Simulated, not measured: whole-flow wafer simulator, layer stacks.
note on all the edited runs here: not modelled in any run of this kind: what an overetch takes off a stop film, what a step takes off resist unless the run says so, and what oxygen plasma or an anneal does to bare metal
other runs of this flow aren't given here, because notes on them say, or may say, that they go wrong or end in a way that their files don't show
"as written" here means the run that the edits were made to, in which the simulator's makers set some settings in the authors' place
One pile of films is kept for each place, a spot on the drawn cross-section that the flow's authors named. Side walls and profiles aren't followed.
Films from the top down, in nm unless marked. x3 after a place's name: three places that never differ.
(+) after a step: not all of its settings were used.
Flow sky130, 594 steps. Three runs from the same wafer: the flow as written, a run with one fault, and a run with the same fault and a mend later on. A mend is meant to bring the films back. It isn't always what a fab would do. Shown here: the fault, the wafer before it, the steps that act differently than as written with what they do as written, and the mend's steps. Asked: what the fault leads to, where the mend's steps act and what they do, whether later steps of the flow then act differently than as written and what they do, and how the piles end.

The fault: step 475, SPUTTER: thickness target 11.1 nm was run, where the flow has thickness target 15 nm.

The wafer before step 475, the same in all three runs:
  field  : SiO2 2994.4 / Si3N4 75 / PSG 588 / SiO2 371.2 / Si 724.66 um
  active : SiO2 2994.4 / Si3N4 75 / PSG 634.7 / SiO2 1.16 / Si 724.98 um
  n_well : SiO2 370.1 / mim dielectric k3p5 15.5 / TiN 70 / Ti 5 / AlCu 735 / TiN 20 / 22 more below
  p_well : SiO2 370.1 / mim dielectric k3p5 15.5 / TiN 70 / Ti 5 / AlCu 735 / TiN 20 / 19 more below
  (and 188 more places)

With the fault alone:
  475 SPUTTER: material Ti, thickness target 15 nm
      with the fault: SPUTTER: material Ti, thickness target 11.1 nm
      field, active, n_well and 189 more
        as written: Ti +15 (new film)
        with the fault: Ti +11.1 (new film)
  Later steps of the flow that act differently than as written (17 more steps differ only slightly, by at most 2% or 0.5 nm, whichever is larger, and aren't shown):
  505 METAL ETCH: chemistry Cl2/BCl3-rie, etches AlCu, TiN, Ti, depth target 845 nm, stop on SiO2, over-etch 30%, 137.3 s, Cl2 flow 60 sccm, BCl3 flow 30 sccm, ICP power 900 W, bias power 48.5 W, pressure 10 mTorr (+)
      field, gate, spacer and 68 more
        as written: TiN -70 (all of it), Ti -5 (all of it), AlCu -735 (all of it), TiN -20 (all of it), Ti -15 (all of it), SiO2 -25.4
        with the fault: TiN -70 (all of it), Ti -5 (all of it), AlCu -735 (all of it), TiN -20 (all of it), Ti -11.1 (all of it), SiO2 -25.7
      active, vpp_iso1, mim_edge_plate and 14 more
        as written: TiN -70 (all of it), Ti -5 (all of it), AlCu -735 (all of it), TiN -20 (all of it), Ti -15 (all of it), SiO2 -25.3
        with the fault: TiN -70 (all of it), Ti -5 (all of it), AlCu -735 (all of it), TiN -20 (all of it), Ti -11.1 (all of it), SiO2 -25.7
  At the end the piles differ from the flow's by more than 2% or 0.5 nm, whichever is larger, at n_well, p_well, gate_hv and 102 more.
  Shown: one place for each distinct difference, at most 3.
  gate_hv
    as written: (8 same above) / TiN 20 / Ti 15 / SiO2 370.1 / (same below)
    with the fault: (8 same above) / TiN 20 / Ti 11.1 / SiO2 370.1 / (same below)
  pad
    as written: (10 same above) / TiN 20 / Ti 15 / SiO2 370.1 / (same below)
    with the fault: (10 same above) / TiN 20 / Ti 11.1 / SiO2 370.1 / (same below)
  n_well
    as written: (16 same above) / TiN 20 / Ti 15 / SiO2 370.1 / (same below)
    with the fault: (16 same above) / TiN 20 / Ti 11.1 / SiO2 370.1 / (same below)

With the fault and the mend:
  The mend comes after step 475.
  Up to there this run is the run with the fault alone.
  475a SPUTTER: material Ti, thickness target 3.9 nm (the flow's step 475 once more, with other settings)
      field, active, n_well and 189 more
        Ti +3.9
  No later step of the flow acts differently than as written at any place that is followed.
  At the end the piles are the same as the flow's at every place that both follow.
